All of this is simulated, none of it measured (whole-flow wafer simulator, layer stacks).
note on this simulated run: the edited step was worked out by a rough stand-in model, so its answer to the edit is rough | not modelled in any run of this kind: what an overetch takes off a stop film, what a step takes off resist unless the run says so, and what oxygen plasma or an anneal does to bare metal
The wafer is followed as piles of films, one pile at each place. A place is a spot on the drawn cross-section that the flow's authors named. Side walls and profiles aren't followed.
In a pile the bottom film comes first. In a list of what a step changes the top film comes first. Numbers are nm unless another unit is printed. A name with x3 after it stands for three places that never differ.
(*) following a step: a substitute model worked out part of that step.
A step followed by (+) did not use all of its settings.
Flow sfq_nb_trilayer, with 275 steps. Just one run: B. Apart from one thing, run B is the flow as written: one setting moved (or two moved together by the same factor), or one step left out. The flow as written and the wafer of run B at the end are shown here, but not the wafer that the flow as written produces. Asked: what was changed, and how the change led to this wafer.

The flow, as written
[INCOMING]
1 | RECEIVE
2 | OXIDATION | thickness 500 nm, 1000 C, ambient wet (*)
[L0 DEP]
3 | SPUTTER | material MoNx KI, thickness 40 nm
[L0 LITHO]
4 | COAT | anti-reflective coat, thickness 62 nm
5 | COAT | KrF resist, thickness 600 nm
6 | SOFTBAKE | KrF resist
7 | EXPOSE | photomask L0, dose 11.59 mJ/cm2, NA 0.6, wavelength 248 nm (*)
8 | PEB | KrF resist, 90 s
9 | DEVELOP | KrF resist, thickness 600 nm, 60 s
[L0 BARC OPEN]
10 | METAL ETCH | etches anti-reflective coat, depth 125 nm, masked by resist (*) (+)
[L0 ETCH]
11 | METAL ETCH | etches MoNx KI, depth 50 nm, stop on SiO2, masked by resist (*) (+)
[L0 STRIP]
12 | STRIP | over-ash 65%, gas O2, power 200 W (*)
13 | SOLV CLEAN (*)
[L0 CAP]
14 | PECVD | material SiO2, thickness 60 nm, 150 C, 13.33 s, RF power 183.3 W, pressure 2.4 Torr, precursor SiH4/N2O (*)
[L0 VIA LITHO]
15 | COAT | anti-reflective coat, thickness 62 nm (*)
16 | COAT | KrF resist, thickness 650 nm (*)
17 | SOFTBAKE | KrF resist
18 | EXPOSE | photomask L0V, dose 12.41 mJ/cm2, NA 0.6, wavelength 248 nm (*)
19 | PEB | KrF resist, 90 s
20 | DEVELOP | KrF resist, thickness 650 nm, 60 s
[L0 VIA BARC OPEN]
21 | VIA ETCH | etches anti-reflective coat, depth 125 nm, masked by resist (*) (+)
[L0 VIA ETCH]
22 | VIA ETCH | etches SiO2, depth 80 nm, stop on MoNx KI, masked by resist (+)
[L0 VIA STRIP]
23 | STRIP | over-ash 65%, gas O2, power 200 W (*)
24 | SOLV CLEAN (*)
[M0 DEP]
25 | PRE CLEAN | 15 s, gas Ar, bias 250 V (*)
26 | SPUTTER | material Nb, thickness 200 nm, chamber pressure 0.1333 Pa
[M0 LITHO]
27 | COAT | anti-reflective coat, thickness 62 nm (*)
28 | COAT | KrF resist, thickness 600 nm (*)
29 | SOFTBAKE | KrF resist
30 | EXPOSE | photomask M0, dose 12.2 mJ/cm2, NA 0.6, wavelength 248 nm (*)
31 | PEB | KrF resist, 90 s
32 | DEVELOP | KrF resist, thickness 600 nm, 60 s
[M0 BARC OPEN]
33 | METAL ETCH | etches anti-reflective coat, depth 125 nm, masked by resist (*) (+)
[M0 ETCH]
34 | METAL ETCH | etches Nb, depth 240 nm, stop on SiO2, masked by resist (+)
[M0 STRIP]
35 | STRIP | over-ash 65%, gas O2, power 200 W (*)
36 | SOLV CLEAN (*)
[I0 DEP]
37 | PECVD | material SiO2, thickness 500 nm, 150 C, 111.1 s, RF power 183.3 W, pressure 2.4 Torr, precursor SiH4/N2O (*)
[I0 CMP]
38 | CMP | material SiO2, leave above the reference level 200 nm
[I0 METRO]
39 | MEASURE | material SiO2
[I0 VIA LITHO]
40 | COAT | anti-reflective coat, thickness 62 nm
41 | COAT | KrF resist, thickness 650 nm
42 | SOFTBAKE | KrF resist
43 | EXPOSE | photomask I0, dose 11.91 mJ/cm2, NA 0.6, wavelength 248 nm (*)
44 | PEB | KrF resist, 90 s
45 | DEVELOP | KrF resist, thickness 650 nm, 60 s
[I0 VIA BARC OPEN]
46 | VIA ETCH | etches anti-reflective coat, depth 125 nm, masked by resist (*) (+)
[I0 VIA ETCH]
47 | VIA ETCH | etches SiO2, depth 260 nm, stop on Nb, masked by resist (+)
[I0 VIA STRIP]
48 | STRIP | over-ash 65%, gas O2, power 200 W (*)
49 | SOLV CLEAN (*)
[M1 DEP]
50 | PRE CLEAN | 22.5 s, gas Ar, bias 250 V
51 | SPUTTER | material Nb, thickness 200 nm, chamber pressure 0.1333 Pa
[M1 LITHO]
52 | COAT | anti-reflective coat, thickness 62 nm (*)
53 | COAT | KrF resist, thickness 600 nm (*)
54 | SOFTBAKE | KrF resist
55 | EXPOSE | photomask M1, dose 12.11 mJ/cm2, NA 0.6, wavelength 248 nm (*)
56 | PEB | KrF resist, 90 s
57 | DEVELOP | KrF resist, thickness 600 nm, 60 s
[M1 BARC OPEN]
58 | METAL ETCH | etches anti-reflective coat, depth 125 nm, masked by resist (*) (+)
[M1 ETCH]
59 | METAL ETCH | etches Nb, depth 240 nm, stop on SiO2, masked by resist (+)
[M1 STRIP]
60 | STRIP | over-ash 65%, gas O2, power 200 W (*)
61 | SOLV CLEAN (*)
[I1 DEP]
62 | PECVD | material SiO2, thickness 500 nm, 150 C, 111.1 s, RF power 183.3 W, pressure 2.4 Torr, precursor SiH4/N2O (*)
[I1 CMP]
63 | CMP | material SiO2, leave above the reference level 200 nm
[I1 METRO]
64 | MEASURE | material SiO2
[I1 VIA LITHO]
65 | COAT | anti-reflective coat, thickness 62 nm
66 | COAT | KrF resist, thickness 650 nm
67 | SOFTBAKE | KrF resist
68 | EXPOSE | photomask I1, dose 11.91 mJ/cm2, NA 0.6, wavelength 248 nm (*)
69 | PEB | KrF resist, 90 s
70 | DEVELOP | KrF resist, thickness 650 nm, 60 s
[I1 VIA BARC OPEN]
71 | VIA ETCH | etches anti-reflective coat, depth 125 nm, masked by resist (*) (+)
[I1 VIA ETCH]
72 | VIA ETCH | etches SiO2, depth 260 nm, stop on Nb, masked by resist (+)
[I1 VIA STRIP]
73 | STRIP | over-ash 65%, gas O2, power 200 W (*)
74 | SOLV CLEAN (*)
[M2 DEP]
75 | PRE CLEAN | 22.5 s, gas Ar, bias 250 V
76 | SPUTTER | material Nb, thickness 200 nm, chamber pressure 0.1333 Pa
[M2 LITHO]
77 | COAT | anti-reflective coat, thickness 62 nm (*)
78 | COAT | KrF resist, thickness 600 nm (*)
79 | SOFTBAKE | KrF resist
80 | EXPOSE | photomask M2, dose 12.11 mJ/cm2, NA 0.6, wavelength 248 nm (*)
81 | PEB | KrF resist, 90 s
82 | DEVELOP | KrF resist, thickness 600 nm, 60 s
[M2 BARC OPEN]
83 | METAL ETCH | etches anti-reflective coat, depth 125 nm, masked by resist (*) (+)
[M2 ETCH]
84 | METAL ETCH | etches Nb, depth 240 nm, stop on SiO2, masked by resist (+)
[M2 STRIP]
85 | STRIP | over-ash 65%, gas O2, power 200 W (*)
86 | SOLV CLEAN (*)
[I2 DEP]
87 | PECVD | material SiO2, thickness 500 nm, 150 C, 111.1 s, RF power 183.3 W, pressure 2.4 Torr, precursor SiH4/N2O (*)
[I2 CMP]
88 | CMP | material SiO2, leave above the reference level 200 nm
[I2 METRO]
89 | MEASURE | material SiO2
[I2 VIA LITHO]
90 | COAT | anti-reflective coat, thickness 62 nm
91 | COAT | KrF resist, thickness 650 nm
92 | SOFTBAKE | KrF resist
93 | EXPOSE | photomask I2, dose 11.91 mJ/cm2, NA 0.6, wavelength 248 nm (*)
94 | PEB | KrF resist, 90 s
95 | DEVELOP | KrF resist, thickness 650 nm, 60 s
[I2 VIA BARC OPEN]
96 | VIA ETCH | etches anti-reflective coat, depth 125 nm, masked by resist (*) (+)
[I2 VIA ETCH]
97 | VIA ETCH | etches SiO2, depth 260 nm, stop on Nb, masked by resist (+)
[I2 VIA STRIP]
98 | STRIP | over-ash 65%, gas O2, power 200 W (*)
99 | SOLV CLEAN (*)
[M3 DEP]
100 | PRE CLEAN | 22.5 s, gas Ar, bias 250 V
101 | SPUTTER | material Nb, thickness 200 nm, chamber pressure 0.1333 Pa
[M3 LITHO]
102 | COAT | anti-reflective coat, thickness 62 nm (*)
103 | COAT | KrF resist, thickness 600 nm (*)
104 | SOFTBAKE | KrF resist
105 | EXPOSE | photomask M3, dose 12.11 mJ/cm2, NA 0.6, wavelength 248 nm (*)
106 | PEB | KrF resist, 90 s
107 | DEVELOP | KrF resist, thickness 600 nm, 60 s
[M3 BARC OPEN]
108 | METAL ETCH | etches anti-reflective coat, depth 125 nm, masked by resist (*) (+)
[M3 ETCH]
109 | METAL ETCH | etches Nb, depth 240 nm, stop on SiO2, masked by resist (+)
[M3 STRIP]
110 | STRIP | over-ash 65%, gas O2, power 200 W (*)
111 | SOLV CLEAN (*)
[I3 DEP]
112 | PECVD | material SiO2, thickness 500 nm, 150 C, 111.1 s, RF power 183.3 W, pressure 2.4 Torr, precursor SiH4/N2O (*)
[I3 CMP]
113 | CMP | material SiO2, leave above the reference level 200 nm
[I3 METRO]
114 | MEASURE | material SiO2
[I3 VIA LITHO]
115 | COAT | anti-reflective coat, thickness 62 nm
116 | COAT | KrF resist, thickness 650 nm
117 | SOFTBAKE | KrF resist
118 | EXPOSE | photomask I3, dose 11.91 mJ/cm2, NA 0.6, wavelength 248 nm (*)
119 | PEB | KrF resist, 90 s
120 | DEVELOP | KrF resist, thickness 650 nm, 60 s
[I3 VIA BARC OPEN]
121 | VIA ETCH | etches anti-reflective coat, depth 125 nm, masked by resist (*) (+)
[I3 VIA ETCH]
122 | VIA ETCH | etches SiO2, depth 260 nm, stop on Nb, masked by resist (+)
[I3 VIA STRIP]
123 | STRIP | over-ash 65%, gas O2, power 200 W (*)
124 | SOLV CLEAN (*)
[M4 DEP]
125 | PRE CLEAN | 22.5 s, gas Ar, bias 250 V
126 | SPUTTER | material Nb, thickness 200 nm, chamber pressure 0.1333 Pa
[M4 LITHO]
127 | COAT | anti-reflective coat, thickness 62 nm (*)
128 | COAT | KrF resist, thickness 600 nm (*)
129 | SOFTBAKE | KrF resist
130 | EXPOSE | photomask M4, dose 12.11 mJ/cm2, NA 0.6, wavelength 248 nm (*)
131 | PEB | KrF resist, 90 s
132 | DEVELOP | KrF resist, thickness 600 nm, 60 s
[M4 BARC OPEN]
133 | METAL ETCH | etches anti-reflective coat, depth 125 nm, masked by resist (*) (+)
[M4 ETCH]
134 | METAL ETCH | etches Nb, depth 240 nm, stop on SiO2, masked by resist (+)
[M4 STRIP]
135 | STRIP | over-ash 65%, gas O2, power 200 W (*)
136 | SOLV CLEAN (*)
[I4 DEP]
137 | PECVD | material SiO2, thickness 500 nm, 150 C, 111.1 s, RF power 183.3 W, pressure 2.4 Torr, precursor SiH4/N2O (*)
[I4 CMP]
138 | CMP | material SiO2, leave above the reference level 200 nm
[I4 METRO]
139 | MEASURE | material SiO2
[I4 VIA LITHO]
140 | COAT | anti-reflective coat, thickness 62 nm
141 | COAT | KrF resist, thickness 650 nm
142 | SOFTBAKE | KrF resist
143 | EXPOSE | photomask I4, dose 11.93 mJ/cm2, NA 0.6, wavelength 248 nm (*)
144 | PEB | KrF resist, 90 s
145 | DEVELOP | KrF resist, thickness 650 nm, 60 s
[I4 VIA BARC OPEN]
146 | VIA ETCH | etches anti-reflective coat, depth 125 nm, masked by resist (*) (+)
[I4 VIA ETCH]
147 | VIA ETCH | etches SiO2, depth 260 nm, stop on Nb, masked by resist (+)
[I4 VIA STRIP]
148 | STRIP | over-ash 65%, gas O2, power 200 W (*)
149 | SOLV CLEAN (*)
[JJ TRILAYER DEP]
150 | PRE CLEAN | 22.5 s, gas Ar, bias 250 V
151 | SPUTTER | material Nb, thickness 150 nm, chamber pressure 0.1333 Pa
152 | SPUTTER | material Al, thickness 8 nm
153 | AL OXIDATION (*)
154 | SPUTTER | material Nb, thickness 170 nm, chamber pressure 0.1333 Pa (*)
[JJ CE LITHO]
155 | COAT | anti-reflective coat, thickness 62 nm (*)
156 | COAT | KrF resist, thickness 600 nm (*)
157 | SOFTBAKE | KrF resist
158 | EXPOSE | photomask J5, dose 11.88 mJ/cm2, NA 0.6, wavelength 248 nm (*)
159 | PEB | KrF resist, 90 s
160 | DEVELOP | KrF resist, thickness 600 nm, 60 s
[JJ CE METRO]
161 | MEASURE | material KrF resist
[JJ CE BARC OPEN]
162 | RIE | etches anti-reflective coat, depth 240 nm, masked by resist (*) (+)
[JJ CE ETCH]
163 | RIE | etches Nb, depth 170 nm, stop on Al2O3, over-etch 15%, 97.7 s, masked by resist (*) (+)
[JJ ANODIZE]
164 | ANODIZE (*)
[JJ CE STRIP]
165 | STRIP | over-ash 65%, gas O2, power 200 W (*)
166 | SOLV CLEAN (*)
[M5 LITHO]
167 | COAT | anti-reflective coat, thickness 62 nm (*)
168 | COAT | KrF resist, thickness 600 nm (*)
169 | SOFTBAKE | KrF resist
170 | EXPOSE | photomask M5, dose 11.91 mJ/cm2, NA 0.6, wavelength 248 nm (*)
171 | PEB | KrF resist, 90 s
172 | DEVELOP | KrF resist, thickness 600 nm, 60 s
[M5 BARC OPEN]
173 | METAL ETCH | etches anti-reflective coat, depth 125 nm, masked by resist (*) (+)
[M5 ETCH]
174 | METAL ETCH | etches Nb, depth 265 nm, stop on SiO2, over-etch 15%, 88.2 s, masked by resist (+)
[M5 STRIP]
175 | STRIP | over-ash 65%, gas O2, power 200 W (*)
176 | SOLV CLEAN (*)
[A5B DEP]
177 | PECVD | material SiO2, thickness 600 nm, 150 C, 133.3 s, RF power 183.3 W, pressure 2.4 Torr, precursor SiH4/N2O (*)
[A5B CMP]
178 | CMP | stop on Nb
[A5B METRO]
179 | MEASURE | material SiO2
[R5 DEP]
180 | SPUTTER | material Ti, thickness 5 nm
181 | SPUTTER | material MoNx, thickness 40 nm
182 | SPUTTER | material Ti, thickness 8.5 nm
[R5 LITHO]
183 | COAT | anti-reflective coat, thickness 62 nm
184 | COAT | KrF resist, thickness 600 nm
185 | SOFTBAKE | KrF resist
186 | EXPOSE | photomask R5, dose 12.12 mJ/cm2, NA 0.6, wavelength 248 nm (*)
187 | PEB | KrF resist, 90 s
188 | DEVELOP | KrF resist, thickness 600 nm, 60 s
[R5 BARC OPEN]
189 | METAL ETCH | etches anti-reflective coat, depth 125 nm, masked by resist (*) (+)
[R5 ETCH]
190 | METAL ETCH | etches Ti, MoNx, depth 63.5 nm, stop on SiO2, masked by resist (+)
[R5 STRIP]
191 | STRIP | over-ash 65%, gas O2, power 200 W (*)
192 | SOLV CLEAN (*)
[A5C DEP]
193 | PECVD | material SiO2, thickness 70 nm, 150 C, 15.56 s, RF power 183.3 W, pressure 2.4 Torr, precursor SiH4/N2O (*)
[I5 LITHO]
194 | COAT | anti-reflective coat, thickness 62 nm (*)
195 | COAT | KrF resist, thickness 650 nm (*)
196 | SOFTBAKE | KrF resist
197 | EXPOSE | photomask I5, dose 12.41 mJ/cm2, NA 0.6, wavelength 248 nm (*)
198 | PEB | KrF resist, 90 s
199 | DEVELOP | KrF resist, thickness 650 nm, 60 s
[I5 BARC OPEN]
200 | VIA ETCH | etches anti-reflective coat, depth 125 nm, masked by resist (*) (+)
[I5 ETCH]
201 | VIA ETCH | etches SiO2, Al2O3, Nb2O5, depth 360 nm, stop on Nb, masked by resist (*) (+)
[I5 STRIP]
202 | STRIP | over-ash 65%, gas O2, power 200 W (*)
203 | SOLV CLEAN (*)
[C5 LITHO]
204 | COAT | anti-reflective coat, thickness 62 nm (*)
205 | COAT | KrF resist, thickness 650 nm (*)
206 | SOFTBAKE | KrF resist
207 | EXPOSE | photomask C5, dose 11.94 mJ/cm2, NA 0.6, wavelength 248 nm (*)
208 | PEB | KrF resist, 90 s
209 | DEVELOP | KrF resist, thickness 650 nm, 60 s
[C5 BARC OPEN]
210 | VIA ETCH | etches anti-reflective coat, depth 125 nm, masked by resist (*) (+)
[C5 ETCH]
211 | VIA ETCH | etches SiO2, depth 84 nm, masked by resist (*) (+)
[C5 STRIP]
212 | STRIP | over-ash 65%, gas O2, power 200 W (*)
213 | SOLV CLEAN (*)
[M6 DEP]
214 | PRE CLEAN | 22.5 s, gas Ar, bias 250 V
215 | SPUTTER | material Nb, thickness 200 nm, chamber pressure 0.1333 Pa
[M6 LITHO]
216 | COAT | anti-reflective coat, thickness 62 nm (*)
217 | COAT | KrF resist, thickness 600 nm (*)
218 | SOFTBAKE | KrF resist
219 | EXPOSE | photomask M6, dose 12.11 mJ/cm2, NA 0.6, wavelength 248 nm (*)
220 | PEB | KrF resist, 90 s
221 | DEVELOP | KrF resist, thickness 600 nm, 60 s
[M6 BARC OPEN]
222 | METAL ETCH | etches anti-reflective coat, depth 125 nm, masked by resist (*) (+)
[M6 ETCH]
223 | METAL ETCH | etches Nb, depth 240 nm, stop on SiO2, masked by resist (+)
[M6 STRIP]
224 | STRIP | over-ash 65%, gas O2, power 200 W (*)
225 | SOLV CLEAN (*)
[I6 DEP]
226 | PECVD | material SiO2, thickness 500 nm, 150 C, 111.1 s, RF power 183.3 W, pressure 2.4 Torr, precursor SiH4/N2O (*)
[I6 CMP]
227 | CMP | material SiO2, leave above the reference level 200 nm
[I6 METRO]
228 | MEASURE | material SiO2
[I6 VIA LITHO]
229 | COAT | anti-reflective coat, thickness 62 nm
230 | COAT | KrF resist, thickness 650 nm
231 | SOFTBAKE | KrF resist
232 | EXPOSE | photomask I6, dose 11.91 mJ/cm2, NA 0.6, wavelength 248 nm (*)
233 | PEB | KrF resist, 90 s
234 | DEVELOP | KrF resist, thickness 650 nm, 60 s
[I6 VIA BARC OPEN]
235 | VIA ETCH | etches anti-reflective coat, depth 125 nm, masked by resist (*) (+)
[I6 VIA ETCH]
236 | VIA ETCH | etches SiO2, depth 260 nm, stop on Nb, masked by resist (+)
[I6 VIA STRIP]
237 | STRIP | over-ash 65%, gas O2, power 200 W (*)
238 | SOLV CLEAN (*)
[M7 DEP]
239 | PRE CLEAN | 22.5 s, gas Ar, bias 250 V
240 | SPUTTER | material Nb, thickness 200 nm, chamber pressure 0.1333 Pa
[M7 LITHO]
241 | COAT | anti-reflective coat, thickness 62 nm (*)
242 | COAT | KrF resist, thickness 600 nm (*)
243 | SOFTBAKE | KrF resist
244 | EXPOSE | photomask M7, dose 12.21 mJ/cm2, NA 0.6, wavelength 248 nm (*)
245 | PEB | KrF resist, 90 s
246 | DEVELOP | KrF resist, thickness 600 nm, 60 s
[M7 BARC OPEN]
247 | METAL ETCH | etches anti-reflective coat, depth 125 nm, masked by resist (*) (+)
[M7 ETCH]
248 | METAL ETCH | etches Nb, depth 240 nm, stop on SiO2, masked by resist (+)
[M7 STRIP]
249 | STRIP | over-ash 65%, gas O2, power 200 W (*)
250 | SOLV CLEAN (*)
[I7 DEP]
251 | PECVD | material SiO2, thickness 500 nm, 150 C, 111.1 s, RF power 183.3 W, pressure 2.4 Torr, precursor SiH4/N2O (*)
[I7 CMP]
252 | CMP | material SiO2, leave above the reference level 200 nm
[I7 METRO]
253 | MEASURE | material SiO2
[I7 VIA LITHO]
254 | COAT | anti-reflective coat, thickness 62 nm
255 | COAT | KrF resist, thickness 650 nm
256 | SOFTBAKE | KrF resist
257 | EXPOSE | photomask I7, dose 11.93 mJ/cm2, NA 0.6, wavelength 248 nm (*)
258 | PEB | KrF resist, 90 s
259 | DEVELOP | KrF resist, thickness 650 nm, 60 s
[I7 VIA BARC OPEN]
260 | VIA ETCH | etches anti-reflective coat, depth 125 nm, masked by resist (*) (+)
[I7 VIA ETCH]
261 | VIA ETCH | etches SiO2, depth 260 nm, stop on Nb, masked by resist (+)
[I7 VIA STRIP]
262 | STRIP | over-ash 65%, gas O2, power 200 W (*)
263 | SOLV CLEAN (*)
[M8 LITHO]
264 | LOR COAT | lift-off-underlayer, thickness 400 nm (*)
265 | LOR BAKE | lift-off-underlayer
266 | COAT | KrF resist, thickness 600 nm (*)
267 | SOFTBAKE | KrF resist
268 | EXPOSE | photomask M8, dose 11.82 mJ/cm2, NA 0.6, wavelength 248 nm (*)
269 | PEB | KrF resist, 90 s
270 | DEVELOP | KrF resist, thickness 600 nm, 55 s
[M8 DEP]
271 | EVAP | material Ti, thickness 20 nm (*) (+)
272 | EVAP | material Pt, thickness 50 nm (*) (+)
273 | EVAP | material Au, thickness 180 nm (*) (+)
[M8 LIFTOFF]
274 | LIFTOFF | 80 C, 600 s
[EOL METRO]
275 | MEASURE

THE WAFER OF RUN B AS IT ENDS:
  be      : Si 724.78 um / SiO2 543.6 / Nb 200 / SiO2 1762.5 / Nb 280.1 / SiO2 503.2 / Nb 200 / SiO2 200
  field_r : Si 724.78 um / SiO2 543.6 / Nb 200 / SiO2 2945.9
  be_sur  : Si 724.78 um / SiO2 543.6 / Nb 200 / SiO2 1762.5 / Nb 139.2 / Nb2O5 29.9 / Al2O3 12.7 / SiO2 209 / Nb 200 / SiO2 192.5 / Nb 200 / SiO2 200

Cause: step 14, PECVD: thickness 48.6 nm was run, though the flow has thickness 60 nm; step 14, PECVD: 10.8 s was run, where the flow has 13.33 s.

How this came from the change, step by step:
  14 | PECVD | material SiO2, thickness 60 nm, 150 C, 13.33 s, RF power 183.3 W, pressure 2.4 Torr, precursor SiH4/N2O (*)
      v_sur, via_wl, via_w and 97 more: SiO2 gains 48.6 (as written it would have been: SiO2 gains 60)
      field_l, l0_sur, l0v, l0r_line_l, l0r_line_c, l0r_line_r: SiO2 gains 48.6 (new film) (as written it would have been: SiO2 gains 60 (new film))
  22 | VIA ETCH | etches SiO2, depth 80 nm, stop on MoNx KI, masked by resist (+)
      field_l, v_sur, via_wl and 102 more: KrF resist loses 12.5 (as written it would have been: KrF resist loses 13.8)
      l0v: SiO2 loses 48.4 (all of it) (as written it would have been: SiO2 loses 59.8 (all of it))
  27 | COAT | anti-reflective coat, thickness 62 nm (*)
      l0_sur: anti-reflective coat gains 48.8 (new film) (as written it would have been: anti-reflective coat gains 47.5 (new film))
      l0v: anti-reflective coat gains 74.5 (new film) (as written it would have been: anti-reflective coat gains 78 (new film))
  35 | STRIP | over-ash 65%, gas O2, power 200 W (*)
      l0_sur: KrF resist loses 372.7 (all of it), anti-reflective coat loses 48.8 (all of it) (as written it would have been: KrF resist loses 372 (all of it), anti-reflective coat loses 47.5 (all of it))
      l0v: KrF resist loses 398.1 (all of it), anti-reflective coat loses 74.5 (all of it) (as written it would have been: KrF resist loses 405.3 (all of it), anti-reflective coat loses 78 (all of it))
  38 | CMP | material SiO2, leave above the reference level 200 nm
      l0v: SiO2 loses 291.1 (as written it would have been: SiO2 loses 277.8)
